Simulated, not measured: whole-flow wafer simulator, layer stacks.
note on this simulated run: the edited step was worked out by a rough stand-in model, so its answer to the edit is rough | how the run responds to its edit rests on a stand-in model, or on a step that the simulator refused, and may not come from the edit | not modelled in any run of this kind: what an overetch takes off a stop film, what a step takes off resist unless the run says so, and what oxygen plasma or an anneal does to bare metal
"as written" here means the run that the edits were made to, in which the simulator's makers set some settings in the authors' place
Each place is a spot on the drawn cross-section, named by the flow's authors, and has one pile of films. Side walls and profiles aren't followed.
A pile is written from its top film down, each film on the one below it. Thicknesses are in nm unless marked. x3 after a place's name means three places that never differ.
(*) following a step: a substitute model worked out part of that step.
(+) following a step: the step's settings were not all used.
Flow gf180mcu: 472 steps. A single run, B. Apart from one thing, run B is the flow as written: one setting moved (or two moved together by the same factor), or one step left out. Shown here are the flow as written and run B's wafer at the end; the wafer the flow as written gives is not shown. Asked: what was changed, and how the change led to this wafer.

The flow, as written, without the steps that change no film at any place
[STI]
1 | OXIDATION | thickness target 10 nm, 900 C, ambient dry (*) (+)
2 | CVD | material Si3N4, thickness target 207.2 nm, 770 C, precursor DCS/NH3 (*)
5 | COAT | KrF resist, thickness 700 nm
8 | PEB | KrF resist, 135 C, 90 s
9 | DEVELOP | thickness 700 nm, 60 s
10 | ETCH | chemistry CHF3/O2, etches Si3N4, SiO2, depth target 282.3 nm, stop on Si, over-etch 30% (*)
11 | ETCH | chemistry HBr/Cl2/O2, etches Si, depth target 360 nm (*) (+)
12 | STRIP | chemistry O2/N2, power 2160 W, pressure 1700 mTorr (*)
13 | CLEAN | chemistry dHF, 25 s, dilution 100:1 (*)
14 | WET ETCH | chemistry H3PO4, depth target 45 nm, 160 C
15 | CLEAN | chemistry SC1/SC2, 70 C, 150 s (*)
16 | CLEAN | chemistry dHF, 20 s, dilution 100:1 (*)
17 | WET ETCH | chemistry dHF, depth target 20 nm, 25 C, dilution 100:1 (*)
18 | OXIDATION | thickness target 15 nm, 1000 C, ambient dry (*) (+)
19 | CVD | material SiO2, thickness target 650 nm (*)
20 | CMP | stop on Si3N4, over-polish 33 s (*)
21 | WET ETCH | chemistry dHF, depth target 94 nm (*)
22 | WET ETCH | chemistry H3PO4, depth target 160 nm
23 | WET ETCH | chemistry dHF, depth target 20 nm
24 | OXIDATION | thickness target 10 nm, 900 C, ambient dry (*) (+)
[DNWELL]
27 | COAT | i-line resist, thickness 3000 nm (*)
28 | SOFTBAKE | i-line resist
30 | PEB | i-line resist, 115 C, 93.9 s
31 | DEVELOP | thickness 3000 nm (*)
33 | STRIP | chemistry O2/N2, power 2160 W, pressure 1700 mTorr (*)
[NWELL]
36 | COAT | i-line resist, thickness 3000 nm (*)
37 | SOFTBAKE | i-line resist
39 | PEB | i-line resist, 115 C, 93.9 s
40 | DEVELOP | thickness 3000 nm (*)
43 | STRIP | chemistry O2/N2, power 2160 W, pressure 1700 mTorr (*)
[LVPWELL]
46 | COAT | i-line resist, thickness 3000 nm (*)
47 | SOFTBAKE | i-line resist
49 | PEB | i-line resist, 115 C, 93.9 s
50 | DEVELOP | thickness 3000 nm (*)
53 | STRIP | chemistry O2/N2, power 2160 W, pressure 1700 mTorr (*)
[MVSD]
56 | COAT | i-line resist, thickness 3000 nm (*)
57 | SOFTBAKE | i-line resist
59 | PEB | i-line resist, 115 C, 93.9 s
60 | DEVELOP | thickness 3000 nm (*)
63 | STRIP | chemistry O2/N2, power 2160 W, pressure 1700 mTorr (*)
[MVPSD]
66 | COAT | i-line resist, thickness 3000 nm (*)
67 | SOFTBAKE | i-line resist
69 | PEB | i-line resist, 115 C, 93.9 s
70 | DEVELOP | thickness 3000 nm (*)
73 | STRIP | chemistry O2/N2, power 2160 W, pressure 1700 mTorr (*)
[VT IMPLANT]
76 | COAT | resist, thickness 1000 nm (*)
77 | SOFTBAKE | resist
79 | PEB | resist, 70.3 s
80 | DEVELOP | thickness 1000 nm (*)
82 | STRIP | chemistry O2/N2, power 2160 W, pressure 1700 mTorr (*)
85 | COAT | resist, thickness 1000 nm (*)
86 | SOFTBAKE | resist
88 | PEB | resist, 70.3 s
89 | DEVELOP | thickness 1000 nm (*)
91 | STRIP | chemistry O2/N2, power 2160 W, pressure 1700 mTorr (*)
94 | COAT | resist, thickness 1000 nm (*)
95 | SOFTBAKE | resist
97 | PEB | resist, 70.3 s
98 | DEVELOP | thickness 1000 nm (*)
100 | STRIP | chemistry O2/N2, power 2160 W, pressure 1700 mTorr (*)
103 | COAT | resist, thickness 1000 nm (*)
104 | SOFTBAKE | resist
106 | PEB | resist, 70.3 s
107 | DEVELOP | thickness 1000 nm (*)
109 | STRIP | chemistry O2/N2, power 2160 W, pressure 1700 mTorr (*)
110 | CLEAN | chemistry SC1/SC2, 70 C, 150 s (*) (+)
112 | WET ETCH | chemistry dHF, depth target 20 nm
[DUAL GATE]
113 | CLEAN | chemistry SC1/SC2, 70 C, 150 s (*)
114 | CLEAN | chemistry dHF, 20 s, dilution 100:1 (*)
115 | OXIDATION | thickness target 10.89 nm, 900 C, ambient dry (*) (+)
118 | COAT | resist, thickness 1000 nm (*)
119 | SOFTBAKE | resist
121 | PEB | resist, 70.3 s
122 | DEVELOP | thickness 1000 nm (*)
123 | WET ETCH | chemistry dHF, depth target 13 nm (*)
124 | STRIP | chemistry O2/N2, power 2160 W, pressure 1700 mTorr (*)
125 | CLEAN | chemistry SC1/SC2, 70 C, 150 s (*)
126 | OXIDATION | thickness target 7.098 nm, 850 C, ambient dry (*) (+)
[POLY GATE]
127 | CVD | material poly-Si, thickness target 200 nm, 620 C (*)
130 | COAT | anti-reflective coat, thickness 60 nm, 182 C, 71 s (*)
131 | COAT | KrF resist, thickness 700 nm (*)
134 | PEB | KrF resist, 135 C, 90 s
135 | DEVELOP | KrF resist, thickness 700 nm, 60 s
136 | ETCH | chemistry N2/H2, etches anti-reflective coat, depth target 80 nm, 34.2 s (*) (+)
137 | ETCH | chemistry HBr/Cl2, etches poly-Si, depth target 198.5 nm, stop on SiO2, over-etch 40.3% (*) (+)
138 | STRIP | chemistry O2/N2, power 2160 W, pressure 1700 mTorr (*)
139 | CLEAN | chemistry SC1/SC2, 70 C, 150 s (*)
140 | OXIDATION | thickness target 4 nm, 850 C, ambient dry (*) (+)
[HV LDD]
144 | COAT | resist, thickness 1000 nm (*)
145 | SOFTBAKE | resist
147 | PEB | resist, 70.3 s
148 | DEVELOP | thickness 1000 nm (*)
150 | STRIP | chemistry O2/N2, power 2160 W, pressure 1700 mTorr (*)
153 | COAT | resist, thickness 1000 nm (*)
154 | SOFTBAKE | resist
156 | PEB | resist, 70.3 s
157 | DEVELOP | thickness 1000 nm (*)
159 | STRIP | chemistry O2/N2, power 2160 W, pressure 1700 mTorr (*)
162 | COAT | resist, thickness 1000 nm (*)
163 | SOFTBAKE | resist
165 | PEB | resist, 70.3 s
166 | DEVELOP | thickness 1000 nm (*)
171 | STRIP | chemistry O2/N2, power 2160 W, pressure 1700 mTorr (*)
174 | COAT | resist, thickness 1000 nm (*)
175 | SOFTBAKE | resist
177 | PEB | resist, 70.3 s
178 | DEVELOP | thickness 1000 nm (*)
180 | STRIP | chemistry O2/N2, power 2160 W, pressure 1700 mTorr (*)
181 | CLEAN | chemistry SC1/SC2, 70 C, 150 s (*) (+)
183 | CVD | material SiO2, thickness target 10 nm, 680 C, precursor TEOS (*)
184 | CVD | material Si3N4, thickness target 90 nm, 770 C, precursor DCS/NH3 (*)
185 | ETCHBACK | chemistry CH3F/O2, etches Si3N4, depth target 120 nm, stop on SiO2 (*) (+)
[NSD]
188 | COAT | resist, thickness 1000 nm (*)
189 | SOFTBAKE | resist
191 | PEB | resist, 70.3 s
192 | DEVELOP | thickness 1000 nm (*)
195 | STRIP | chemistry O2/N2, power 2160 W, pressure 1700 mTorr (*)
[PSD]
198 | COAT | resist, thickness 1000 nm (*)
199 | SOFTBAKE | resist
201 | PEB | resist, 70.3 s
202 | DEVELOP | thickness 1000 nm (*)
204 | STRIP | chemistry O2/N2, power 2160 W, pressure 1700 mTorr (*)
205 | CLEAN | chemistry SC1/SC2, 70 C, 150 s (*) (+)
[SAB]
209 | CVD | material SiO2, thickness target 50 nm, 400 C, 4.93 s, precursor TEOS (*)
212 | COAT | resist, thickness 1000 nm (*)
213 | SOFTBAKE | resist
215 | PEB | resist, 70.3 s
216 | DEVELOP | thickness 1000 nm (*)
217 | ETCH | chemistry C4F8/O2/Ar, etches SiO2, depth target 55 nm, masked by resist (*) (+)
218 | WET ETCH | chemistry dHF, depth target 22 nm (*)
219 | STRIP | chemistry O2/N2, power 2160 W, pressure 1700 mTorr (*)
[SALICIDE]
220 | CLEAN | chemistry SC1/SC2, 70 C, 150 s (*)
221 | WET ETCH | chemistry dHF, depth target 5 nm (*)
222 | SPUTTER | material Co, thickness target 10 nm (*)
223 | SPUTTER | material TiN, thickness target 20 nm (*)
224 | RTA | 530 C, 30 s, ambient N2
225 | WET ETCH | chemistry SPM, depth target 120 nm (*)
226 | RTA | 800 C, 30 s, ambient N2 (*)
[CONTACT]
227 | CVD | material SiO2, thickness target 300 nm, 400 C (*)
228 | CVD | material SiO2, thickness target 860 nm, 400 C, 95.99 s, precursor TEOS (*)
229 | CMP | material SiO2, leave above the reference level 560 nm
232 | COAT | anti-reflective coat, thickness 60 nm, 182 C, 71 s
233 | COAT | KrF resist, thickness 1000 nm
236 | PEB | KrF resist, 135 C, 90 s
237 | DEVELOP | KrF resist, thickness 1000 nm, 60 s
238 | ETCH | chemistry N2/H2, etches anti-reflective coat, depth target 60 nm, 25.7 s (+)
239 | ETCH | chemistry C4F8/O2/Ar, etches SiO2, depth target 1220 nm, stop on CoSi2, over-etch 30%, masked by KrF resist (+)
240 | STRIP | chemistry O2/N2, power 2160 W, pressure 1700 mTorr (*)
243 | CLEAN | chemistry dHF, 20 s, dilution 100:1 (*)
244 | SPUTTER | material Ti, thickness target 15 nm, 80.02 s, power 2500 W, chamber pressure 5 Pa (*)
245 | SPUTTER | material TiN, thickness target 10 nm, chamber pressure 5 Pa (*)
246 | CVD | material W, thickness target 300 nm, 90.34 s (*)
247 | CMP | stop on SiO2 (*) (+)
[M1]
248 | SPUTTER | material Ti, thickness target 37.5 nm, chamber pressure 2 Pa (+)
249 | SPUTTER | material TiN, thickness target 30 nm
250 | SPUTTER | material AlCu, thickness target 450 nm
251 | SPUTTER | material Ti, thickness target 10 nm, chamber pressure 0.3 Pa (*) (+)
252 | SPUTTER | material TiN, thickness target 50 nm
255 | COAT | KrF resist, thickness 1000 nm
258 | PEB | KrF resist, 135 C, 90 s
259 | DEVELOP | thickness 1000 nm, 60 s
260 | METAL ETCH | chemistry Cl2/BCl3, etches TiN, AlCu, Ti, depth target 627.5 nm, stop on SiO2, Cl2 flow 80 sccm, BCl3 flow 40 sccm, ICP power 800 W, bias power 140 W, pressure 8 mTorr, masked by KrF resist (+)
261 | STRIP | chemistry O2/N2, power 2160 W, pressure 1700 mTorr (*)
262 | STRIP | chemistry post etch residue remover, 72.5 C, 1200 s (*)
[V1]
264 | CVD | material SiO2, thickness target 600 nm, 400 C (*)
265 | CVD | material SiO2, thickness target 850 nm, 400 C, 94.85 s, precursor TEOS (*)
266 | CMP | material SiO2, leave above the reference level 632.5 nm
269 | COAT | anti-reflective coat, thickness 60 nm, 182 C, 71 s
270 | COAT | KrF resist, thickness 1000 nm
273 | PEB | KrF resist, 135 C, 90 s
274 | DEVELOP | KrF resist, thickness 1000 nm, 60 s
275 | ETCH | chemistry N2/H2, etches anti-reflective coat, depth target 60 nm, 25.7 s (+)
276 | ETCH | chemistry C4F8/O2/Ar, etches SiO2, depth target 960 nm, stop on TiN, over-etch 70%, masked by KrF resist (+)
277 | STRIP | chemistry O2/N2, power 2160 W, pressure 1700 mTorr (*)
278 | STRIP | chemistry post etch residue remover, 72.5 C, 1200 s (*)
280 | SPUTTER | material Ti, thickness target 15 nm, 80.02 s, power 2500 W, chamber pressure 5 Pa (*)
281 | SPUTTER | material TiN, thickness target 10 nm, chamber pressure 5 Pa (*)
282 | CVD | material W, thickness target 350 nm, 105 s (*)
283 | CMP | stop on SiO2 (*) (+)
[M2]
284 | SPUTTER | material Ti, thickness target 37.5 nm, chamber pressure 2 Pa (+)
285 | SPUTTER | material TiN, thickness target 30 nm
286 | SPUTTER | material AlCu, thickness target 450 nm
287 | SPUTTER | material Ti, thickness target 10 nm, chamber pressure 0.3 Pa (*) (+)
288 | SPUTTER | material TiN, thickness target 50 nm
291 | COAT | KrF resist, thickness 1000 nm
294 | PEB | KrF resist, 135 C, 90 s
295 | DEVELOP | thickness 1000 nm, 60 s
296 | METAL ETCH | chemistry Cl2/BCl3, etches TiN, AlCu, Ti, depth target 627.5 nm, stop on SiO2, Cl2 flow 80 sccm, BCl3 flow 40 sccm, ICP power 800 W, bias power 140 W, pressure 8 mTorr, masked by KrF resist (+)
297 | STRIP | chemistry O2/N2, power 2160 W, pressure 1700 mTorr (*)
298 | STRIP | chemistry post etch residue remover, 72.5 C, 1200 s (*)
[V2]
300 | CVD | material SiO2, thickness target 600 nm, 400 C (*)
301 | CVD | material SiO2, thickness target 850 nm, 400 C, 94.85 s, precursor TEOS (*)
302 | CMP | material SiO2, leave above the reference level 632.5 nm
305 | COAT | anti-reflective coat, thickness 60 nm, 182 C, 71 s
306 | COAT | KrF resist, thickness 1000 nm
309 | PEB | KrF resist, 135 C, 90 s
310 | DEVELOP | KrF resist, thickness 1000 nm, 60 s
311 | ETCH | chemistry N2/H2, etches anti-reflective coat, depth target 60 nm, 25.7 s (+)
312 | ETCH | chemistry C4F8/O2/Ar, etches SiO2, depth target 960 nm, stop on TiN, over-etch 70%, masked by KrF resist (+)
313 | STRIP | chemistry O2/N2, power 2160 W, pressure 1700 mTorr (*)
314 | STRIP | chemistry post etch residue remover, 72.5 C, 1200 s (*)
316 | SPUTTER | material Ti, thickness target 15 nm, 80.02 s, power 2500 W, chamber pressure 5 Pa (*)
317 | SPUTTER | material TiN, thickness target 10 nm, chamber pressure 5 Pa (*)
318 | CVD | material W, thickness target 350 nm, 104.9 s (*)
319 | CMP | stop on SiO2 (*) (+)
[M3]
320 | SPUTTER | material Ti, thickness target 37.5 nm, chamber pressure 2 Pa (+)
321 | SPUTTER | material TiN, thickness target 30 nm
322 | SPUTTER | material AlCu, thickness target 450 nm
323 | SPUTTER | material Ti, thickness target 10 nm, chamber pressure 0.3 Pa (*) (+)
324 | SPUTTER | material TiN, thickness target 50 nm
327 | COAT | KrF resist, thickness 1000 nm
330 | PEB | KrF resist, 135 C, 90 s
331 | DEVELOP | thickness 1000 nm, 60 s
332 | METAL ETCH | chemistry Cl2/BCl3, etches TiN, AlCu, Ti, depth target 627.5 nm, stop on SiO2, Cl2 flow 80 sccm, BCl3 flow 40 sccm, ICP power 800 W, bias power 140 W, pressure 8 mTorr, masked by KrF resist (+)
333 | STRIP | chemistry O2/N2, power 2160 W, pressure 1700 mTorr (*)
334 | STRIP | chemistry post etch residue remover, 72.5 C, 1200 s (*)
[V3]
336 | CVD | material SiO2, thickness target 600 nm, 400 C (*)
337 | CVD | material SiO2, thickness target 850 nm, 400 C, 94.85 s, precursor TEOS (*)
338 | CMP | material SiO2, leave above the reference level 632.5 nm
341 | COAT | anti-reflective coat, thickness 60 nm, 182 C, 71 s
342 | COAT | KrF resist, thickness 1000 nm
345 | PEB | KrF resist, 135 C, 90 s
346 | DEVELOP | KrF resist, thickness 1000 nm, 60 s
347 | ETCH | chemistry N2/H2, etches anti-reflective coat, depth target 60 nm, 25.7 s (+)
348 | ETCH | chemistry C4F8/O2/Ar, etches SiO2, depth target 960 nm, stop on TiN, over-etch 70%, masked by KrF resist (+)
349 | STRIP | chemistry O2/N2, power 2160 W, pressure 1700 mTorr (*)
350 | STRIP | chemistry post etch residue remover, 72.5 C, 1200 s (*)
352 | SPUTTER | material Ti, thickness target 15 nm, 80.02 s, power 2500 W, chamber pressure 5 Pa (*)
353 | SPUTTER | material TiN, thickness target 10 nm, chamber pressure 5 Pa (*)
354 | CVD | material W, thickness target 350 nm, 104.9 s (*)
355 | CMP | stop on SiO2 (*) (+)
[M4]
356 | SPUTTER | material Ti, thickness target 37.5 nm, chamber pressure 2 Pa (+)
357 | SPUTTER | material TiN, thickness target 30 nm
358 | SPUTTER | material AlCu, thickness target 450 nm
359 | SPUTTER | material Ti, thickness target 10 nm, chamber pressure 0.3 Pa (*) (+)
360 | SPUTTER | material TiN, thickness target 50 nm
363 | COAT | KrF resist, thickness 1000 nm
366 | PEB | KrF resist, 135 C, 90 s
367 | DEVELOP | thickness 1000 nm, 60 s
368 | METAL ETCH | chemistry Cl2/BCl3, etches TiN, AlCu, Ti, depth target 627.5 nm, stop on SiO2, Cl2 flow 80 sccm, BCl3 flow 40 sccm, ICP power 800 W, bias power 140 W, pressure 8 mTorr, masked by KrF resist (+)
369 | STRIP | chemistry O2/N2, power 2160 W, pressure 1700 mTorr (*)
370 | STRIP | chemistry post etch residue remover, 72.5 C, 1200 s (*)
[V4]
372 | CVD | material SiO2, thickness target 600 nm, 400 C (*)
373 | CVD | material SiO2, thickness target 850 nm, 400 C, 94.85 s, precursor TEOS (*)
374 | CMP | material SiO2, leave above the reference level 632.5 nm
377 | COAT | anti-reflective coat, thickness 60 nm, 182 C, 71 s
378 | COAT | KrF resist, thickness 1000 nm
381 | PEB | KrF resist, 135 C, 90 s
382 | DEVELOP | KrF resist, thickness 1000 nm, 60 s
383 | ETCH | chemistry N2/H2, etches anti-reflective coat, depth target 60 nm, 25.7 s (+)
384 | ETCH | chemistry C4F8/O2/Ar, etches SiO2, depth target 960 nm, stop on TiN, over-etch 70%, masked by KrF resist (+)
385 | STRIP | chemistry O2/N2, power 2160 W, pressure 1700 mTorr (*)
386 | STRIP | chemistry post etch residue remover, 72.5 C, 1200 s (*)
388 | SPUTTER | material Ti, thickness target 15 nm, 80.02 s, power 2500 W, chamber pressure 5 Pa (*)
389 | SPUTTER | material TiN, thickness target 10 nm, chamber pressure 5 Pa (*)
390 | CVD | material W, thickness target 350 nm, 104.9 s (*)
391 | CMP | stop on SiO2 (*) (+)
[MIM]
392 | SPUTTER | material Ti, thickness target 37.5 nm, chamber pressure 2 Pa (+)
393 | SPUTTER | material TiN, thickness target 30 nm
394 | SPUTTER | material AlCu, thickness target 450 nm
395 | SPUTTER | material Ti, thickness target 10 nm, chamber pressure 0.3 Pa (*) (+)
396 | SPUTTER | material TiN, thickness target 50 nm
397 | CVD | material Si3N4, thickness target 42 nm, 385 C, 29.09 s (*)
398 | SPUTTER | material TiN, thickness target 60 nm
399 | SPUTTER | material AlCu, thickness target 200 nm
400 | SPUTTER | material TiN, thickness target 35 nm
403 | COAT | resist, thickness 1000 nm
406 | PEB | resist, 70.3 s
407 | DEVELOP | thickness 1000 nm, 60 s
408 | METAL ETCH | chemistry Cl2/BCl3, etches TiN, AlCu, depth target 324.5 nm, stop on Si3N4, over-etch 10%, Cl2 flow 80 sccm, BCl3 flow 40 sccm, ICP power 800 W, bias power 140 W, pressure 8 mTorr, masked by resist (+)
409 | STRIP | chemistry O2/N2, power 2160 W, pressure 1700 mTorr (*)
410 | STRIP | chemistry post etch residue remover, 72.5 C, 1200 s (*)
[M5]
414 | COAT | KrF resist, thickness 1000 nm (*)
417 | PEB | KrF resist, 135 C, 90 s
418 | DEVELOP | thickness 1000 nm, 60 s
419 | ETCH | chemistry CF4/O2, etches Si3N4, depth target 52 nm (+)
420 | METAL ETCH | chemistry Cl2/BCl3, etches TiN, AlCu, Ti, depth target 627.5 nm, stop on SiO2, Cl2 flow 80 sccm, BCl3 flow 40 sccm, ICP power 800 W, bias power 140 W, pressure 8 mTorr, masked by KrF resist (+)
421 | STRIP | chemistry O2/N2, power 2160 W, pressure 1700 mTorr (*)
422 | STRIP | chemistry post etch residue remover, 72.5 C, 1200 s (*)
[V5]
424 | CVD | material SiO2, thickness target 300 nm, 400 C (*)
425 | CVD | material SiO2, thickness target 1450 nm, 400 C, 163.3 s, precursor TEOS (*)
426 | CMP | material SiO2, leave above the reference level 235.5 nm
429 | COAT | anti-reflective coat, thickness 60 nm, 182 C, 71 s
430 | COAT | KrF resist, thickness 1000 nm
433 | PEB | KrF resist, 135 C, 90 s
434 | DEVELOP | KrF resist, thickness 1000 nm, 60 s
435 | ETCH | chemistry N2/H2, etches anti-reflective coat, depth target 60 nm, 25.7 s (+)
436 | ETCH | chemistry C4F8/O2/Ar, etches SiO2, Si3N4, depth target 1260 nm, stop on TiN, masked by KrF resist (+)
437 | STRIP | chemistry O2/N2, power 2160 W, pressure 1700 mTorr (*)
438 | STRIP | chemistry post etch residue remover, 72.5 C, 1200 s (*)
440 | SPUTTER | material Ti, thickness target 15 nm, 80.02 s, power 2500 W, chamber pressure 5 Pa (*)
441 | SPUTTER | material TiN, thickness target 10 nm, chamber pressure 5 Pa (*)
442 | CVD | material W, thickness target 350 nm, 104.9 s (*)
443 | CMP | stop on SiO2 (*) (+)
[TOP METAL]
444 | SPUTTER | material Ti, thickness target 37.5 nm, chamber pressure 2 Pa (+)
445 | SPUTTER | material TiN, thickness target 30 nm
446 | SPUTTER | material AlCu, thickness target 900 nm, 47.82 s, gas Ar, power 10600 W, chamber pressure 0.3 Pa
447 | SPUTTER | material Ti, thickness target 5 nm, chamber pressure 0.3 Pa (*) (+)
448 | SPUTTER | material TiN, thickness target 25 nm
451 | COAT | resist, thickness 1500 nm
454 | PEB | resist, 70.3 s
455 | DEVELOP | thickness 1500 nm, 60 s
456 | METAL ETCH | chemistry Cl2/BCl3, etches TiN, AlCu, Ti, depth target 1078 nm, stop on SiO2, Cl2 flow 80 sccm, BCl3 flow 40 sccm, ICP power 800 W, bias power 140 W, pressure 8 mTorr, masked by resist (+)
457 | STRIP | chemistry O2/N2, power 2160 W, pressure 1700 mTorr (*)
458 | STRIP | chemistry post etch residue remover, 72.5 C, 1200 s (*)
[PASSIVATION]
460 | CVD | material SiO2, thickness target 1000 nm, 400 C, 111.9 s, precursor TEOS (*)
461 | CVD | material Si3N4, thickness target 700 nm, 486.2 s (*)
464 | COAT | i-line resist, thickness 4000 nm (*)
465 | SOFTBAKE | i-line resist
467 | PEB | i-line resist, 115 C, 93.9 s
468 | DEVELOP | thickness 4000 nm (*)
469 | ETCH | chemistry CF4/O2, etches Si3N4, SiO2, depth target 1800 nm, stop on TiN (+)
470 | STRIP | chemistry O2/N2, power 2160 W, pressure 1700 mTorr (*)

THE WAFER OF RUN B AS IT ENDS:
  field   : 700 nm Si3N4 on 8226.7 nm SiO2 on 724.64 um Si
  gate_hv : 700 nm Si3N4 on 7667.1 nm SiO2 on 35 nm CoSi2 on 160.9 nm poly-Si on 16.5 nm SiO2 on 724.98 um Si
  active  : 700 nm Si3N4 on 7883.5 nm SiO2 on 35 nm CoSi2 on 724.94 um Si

What caused this: step 115, OXIDATION: thickness target 13.34 nm was run, though the flow has thickness target 10.89 nm.

Step by step, how the change led to this:
  115 | OXIDATION | thickness target 10.89 nm, 900 C, ambient dry (*) (+)
      active, n_well, p_well and 40 more: SiO2 gains 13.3 (new film), Si loses 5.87 (it would be, as written: SiO2 gains 10.9 (new film), Si loses 4.79)
  123 | WET ETCH | chemistry dHF, depth target 13 nm (*)
      active, n_well, p_well and 12 more: SiO2 loses 13 (it would be, as written: SiO2 loses 10.9 (all of it))
  124 | STRIP | chemistry O2/N2, power 2160 W, pressure 1700 mTorr (*)
      active, n_well, p_well and 12 more: nothing (it would be, as written: chemical SiO2 gains 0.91 (new film), Si loses 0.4)
  125 | CLEAN | chemistry SC1/SC2, 70 C, 150 s (*)
      active, n_well, p_well and 12 more: chemical SiO2 gains 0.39 (new film), SiO2 loses 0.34 (all of it), Si loses 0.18 (it would be, as written: chemical SiO2 loses 0.15, Si loses 0.23)
  189 | SOFTBAKE | resist
      field__w9: resist loses 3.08 (it would be, as written: resist gains 6.92)
  199 | SOFTBAKE | resist
      field__w9: resist loses 3.08 (it would be, as written: resist gains 6.92)
  218 | WET ETCH | chemistry dHF, depth target 22 nm (*)
      ldn_tap, ldn_src, ldn_drn, ldp_tap, ldp_src, ldp_drn, ldp_gr: SiO2 loses 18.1 (all of it) (it would be, as written: SiO2 loses 16 (all of it))
      ld_drn_n, ld_sd_p: SiO2 loses 17 (all of it) (it would be, as written: SiO2 loses 14.8 (all of it))
      (as well as at 5 more places)
